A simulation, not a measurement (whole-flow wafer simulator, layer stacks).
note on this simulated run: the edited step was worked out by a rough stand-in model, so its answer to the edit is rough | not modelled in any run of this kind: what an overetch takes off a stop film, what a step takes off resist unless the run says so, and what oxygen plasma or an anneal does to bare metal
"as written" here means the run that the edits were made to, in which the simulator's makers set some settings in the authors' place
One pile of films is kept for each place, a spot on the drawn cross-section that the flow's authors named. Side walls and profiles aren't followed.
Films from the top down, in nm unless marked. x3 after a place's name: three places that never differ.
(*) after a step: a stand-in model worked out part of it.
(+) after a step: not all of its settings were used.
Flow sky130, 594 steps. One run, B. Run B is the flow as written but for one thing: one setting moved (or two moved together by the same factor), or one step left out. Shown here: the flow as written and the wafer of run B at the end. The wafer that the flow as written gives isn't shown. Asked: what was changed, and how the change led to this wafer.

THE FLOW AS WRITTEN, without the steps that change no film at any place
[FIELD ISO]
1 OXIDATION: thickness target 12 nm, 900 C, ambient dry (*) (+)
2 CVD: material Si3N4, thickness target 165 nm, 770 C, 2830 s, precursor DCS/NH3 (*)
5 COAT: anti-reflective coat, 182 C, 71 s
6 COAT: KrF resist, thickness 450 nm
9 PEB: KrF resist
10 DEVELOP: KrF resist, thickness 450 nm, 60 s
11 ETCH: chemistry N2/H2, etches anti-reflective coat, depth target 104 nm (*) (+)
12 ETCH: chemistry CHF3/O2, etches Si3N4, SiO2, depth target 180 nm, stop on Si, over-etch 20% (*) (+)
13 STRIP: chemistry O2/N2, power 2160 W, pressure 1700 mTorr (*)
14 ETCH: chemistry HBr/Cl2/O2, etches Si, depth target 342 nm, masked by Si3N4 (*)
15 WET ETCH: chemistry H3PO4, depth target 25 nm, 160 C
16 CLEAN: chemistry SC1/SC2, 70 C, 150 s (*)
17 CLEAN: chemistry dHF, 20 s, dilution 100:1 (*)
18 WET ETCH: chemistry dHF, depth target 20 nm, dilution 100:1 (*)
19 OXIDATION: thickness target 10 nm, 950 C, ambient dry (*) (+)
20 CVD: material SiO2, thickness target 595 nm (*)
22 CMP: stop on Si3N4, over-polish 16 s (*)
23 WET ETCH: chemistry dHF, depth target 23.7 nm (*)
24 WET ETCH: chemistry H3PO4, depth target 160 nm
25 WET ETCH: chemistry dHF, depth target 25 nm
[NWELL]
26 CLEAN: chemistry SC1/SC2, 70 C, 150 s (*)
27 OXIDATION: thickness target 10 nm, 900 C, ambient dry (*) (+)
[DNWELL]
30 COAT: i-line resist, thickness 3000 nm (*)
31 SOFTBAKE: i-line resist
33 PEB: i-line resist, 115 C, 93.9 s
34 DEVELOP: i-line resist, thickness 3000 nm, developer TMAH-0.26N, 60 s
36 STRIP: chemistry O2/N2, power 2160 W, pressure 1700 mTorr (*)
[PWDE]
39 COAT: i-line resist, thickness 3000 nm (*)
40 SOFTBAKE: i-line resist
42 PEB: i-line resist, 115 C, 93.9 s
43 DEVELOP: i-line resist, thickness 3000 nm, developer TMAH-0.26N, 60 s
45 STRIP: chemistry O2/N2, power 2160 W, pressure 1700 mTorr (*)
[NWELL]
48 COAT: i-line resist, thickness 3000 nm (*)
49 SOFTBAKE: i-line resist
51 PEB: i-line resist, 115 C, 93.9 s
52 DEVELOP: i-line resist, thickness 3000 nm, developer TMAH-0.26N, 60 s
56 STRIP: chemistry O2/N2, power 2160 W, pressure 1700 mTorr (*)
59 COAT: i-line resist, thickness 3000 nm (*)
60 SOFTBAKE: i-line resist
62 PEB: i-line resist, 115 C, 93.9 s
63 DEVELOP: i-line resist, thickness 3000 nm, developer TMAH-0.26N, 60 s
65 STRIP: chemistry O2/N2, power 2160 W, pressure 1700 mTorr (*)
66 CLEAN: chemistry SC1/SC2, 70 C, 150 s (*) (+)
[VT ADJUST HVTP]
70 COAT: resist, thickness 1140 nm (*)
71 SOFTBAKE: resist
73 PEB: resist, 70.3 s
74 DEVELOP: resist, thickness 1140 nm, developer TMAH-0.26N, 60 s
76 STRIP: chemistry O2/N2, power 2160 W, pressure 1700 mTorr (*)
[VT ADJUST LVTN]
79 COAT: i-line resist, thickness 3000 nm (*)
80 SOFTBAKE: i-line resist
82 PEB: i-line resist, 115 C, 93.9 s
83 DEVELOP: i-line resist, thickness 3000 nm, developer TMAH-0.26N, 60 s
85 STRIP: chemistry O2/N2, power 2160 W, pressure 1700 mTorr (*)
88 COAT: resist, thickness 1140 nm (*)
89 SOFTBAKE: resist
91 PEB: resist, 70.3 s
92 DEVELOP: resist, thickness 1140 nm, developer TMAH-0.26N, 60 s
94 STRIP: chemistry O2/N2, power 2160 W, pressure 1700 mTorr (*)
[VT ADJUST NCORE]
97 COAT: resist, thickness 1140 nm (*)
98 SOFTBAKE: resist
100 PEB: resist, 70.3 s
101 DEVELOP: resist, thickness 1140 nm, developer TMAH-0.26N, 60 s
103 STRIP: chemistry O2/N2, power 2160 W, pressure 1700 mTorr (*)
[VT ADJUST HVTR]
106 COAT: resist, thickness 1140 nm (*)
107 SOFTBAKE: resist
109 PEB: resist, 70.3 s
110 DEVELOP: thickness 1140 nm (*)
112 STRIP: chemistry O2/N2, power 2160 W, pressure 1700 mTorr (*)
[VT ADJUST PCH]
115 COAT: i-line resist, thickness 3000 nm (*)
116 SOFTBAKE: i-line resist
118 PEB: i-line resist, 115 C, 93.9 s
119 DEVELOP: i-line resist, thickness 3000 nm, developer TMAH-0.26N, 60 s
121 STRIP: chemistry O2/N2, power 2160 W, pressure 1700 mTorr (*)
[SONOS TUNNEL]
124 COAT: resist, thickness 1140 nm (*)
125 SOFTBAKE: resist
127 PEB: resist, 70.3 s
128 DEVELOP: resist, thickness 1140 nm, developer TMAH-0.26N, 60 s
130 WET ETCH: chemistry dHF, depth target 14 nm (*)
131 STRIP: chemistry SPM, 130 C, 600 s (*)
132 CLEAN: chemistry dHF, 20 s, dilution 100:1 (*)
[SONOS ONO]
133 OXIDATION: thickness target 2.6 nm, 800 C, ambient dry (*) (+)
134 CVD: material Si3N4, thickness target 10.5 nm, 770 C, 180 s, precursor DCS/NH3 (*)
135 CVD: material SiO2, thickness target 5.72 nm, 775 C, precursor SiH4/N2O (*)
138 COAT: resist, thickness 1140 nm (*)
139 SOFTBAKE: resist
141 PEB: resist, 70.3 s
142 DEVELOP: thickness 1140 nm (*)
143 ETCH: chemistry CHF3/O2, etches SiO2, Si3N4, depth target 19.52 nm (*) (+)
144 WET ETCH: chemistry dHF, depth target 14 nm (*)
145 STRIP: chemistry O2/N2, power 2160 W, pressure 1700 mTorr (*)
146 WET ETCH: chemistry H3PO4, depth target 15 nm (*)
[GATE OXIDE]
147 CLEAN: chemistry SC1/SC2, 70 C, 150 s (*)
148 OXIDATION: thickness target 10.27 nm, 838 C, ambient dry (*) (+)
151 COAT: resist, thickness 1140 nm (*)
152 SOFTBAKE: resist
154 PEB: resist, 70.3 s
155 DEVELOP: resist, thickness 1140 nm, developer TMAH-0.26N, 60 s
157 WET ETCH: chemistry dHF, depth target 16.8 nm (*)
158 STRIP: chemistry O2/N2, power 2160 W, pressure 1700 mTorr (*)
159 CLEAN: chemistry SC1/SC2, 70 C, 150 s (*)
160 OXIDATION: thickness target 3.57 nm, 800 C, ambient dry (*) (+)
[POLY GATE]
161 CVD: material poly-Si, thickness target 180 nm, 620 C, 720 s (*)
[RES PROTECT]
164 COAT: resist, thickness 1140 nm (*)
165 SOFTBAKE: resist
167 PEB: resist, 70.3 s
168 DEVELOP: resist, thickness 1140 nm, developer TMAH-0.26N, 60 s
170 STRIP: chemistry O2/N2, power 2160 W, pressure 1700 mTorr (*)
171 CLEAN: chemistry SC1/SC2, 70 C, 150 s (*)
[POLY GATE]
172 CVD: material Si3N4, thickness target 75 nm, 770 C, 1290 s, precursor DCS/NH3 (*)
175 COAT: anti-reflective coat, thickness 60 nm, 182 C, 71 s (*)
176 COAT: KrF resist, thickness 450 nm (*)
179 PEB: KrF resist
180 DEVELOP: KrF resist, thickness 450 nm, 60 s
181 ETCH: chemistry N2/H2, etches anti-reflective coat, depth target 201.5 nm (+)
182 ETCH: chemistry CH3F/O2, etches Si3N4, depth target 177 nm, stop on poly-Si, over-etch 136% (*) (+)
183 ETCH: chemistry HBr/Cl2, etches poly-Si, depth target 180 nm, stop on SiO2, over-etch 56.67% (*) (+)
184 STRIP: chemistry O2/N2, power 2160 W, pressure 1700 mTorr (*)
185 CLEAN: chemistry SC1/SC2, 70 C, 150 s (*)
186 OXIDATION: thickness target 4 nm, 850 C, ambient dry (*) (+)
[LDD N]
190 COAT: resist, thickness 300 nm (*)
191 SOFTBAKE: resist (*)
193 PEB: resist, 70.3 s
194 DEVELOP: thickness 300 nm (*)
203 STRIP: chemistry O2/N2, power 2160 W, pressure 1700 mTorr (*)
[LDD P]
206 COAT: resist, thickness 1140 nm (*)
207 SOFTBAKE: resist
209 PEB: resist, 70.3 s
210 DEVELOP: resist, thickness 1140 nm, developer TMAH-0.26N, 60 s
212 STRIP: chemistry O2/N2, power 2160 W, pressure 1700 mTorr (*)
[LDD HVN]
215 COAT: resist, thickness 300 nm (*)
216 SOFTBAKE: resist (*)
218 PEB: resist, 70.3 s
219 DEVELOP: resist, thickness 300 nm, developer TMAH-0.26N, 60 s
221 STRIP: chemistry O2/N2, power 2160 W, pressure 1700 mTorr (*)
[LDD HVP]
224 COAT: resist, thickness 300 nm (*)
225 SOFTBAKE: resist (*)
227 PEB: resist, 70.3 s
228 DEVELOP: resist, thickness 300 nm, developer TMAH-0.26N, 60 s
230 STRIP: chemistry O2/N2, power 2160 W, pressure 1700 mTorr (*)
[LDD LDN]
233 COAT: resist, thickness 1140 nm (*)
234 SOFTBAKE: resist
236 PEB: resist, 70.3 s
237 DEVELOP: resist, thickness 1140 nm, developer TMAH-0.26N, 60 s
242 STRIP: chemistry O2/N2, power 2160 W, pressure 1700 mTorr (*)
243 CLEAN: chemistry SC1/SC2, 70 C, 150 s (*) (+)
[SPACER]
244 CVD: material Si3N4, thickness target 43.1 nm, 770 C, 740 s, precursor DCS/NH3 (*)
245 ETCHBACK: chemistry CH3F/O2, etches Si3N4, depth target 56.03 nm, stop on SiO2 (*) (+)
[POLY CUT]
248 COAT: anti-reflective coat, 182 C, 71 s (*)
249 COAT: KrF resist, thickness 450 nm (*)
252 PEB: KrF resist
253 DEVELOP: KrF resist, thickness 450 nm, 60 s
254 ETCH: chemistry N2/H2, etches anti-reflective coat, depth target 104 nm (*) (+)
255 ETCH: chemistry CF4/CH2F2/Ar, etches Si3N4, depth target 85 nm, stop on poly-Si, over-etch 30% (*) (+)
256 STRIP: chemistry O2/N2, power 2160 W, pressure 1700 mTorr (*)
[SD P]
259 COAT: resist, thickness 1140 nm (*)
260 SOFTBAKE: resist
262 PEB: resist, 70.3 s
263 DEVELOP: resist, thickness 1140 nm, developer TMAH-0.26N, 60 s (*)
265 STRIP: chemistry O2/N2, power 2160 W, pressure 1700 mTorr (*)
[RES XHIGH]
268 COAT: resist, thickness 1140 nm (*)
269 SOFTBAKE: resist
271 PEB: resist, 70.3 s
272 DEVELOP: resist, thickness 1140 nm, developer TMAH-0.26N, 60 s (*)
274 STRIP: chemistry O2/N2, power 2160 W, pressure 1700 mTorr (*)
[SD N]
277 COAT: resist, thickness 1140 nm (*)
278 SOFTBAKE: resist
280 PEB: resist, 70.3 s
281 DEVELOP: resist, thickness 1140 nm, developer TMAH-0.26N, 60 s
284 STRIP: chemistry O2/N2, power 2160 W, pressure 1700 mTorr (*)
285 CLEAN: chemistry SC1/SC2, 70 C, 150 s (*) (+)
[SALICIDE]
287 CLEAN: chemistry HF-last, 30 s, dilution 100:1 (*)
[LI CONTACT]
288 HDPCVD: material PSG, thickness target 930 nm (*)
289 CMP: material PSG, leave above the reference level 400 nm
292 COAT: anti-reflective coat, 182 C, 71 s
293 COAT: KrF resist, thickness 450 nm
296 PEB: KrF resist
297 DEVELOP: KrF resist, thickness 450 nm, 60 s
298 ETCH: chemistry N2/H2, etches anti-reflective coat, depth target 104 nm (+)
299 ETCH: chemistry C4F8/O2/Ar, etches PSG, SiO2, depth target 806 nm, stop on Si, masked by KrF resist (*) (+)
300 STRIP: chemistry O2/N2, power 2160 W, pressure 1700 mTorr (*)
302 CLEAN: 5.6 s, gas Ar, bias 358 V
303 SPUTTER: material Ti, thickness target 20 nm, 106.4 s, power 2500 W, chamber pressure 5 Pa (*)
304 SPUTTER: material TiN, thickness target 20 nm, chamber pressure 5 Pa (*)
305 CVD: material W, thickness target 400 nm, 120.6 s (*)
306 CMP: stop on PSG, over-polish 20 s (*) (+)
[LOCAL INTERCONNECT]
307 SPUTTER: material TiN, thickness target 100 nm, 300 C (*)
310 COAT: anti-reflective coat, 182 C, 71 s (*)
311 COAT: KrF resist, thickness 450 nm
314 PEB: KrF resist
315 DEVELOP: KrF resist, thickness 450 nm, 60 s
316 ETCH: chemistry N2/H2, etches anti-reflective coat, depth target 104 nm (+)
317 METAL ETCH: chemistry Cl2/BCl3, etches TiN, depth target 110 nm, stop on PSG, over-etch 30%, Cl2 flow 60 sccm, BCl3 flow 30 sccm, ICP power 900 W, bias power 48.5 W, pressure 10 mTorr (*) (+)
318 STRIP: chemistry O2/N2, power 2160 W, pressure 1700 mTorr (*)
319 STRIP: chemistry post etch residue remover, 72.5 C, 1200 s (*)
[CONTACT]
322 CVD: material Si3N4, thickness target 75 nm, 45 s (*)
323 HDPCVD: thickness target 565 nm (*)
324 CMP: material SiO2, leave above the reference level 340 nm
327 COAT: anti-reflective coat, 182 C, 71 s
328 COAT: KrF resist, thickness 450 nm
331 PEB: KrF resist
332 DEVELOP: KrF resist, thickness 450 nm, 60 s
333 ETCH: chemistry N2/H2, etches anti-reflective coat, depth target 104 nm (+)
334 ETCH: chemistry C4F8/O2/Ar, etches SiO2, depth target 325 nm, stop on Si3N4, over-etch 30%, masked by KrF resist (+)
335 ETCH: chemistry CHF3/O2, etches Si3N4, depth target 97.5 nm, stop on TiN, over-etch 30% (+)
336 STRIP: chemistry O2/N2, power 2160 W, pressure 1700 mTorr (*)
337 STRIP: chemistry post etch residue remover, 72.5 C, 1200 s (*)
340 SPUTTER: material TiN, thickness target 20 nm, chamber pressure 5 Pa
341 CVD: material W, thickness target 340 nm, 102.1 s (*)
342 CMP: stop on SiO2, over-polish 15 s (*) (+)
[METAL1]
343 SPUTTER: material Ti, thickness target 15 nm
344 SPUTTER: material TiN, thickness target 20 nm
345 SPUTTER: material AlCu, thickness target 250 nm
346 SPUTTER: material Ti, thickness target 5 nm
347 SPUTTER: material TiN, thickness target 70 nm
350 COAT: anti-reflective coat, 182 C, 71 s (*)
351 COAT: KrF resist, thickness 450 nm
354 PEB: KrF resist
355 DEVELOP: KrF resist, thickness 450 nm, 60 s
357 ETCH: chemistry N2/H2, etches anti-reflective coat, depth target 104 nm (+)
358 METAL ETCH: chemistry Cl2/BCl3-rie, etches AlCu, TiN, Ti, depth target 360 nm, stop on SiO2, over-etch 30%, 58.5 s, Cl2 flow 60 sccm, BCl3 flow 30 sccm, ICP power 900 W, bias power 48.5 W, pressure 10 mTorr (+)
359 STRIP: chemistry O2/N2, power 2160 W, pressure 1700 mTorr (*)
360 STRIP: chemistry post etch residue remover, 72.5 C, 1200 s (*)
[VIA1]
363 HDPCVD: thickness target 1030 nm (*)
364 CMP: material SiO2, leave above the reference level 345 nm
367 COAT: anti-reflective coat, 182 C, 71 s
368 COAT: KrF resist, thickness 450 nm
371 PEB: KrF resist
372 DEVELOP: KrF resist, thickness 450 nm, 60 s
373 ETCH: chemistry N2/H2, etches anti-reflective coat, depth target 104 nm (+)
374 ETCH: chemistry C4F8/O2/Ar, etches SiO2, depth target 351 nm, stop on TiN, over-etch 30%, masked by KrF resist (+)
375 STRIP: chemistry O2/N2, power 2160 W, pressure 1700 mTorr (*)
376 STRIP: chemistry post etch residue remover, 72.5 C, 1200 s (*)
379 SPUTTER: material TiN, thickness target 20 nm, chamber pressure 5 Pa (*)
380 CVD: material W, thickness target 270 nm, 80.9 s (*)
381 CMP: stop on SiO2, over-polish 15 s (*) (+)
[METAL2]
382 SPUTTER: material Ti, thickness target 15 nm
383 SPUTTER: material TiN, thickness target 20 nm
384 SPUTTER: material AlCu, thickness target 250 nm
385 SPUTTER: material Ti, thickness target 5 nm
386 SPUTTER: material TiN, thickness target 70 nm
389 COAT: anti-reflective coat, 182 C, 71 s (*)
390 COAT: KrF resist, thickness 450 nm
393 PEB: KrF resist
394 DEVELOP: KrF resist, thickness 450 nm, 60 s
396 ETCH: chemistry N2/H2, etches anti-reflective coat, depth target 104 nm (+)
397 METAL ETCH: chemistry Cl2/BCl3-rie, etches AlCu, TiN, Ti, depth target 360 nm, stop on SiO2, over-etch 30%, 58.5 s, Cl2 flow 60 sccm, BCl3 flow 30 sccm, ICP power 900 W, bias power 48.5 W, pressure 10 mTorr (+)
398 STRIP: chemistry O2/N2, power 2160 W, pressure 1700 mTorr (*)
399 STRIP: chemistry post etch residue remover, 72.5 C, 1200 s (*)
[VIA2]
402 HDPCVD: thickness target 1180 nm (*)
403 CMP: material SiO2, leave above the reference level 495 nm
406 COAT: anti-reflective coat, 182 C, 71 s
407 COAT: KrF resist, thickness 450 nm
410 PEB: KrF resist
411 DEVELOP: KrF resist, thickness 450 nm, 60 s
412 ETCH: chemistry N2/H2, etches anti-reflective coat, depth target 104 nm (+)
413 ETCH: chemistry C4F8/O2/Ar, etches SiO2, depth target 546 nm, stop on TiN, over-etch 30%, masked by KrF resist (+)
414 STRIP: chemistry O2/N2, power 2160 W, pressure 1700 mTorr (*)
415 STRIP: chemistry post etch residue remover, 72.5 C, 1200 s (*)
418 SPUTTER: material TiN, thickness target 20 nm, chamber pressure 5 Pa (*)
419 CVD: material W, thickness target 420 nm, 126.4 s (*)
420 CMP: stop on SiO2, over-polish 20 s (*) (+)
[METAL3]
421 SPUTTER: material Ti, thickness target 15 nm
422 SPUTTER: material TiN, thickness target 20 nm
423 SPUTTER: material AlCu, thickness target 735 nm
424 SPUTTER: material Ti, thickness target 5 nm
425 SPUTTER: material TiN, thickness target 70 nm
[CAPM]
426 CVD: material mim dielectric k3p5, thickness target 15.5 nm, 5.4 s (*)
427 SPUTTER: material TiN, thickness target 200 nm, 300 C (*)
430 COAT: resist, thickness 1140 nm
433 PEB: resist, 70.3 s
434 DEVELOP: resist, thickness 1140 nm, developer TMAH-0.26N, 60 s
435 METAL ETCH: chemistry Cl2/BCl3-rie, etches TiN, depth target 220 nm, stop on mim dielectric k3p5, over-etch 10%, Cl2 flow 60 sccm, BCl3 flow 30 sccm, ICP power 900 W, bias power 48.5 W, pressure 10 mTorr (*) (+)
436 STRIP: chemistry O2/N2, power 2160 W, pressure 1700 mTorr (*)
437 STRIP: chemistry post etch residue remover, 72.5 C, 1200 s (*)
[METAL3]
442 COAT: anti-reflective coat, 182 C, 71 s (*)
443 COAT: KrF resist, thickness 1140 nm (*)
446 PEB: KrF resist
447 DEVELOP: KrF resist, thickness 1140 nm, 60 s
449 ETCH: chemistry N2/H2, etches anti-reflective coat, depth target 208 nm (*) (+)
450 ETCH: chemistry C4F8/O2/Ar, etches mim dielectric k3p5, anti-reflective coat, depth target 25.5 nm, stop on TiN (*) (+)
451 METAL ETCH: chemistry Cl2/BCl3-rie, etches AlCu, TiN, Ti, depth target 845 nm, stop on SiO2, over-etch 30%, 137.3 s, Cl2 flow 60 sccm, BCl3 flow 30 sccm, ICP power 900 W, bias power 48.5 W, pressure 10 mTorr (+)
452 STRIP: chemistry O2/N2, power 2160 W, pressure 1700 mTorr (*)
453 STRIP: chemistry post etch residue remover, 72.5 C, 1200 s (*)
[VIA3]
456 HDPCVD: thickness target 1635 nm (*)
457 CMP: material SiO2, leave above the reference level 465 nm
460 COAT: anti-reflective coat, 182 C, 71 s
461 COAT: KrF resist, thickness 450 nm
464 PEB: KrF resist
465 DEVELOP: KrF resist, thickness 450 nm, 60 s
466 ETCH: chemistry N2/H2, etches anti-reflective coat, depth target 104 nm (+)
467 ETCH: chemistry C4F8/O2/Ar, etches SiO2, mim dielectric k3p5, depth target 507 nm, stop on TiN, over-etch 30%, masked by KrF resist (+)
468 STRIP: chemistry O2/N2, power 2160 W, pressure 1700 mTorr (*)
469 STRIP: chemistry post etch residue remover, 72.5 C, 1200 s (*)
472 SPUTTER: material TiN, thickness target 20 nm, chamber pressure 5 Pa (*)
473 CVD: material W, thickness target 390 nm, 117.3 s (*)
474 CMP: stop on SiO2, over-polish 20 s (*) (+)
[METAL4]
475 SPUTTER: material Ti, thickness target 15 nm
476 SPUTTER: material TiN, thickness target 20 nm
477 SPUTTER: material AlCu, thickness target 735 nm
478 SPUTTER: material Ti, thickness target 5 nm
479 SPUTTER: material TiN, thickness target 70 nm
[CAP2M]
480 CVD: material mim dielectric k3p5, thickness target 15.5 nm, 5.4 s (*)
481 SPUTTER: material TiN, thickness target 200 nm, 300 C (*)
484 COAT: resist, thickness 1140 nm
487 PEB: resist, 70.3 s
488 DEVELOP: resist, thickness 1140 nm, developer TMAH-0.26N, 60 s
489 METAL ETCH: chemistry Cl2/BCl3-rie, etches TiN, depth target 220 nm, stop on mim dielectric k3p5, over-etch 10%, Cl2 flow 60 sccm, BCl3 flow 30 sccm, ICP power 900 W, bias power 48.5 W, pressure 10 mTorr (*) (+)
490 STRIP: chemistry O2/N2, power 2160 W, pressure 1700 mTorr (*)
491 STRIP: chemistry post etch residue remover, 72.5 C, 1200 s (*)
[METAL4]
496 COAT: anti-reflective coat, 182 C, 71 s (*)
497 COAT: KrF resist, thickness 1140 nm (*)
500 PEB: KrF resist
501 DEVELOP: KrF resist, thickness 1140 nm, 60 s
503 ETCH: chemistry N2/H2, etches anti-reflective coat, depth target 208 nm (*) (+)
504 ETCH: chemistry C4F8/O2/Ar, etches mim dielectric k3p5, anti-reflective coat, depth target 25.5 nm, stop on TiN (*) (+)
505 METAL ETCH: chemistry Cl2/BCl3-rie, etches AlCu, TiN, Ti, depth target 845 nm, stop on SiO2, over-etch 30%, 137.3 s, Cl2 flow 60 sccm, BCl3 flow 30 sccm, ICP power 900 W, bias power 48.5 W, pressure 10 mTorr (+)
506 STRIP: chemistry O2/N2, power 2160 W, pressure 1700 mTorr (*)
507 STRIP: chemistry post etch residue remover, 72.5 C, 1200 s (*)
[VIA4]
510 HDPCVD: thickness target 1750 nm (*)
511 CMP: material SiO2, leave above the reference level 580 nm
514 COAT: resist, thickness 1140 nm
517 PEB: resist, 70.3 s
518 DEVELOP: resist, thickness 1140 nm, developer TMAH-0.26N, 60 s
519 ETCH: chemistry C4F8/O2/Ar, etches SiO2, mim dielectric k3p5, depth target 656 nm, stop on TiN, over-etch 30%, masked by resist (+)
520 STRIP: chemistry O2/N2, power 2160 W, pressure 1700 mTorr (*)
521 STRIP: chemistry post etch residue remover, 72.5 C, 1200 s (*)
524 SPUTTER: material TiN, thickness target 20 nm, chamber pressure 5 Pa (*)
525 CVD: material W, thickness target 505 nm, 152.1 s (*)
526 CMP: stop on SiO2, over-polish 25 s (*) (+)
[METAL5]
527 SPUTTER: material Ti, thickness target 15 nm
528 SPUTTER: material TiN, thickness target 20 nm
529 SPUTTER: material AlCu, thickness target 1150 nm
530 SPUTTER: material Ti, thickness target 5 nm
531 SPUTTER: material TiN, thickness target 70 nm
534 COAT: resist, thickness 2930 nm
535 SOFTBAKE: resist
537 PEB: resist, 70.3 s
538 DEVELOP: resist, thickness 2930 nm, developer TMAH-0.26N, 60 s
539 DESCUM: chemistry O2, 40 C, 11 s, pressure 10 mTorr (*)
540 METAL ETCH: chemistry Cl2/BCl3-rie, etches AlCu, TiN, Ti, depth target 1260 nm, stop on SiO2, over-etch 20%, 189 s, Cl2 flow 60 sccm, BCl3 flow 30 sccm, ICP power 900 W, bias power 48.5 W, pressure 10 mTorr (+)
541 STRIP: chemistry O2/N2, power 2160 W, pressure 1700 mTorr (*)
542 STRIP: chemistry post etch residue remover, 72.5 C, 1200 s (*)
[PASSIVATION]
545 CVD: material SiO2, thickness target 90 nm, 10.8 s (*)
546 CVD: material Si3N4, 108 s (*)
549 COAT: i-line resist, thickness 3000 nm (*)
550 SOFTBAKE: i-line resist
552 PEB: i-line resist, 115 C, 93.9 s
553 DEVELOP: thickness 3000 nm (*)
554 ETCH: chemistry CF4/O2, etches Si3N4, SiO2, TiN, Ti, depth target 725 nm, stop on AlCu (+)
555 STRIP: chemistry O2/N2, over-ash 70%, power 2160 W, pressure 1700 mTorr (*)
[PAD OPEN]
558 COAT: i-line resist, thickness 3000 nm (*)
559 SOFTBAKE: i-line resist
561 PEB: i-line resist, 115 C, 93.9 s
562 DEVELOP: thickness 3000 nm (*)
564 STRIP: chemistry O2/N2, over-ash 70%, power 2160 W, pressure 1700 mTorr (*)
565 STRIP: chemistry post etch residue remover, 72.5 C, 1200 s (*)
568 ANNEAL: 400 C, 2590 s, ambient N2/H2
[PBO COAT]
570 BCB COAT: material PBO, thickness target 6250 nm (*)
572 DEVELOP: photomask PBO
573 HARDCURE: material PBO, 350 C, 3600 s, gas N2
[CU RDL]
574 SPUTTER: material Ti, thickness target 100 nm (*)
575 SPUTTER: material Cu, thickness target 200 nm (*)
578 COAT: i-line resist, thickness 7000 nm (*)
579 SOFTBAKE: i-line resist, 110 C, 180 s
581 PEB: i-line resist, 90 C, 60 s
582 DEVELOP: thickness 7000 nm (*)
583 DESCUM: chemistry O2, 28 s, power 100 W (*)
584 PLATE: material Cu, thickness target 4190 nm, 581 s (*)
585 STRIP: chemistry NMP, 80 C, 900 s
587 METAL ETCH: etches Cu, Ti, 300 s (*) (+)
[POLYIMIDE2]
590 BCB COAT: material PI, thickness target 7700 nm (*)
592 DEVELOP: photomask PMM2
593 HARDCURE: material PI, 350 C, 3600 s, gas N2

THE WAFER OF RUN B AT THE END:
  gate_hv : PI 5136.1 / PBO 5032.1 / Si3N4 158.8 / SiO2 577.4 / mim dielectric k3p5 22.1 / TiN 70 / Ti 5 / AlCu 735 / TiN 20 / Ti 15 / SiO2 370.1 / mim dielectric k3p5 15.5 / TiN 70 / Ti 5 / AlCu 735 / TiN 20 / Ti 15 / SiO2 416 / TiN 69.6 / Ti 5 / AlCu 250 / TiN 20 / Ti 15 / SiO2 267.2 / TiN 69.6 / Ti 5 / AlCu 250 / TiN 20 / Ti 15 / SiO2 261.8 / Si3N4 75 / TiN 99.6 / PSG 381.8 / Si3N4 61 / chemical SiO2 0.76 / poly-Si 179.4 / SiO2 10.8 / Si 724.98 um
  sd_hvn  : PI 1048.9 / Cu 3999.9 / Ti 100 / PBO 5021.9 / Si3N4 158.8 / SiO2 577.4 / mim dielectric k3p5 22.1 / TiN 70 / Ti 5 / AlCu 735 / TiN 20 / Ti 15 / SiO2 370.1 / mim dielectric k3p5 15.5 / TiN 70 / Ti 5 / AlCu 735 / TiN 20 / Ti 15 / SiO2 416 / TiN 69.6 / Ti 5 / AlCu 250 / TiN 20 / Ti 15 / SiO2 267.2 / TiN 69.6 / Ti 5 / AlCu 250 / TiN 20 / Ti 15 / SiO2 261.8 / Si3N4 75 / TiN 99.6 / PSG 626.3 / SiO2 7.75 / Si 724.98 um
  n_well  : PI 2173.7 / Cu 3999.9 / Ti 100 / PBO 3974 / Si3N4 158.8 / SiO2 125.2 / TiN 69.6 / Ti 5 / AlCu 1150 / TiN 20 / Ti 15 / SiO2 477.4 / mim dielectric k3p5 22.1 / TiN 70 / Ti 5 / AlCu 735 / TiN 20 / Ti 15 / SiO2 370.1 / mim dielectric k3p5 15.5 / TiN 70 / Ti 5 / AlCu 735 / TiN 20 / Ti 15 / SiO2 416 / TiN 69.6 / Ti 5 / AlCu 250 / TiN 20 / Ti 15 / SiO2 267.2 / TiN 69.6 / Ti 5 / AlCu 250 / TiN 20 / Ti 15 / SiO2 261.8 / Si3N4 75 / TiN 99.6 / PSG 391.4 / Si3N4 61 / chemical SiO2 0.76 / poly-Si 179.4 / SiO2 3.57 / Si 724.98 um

The cause: step 480, CVD: thickness target 22.1 nm was run, where the flow has thickness target 15.5 nm; step 480, CVD: 7.7 s was run, where the flow has 5.4 s.
It can be read off the wafer: gate_hv has mim dielectric k3p5 22.1, and step 480 as written asks for 15.5 nm.

How the change led to this, step by step:
  480 CVD: material mim dielectric k3p5, thickness target 15.5 nm, 5.4 s (*)
      field, active, n_well and 189 more: mim dielectric k3p5 +22.1 (new film) (as written it would be: mim dielectric k3p5 +15.5 (new film))
  504 ETCH: chemistry C4F8/O2/Ar, etches mim dielectric k3p5, anti-reflective coat, depth target 25.5 nm, stop on TiN (*) (+)
      n_well, p_well, gate_hv and 102 more: KrF resist -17 (as written it would be: KrF resist -15.5)
      field, active, gate and 85 more: mim dielectric k3p5 -22.1 (all of it) (as written it would be: mim dielectric k3p5 -15.5 (all of it))
  519 ETCH: chemistry C4F8/O2/Ar, etches SiO2, mim dielectric k3p5, depth target 656 nm, stop on TiN, over-etch 30%, masked by resist (+)
      m1: SiO2 -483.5 (all of it), mim dielectric k3p5 -22.1 (all of it) (as written it would be: SiO2 -490.1 (all of it), mim dielectric k3p5 -15.5 (all of it))
      via4_hole: SiO2 -482.9 (all of it), mim dielectric k3p5 -22.1 (all of it) (as written it would be: SiO2 -489.5 (all of it), mim dielectric k3p5 -15.5 (all of it))
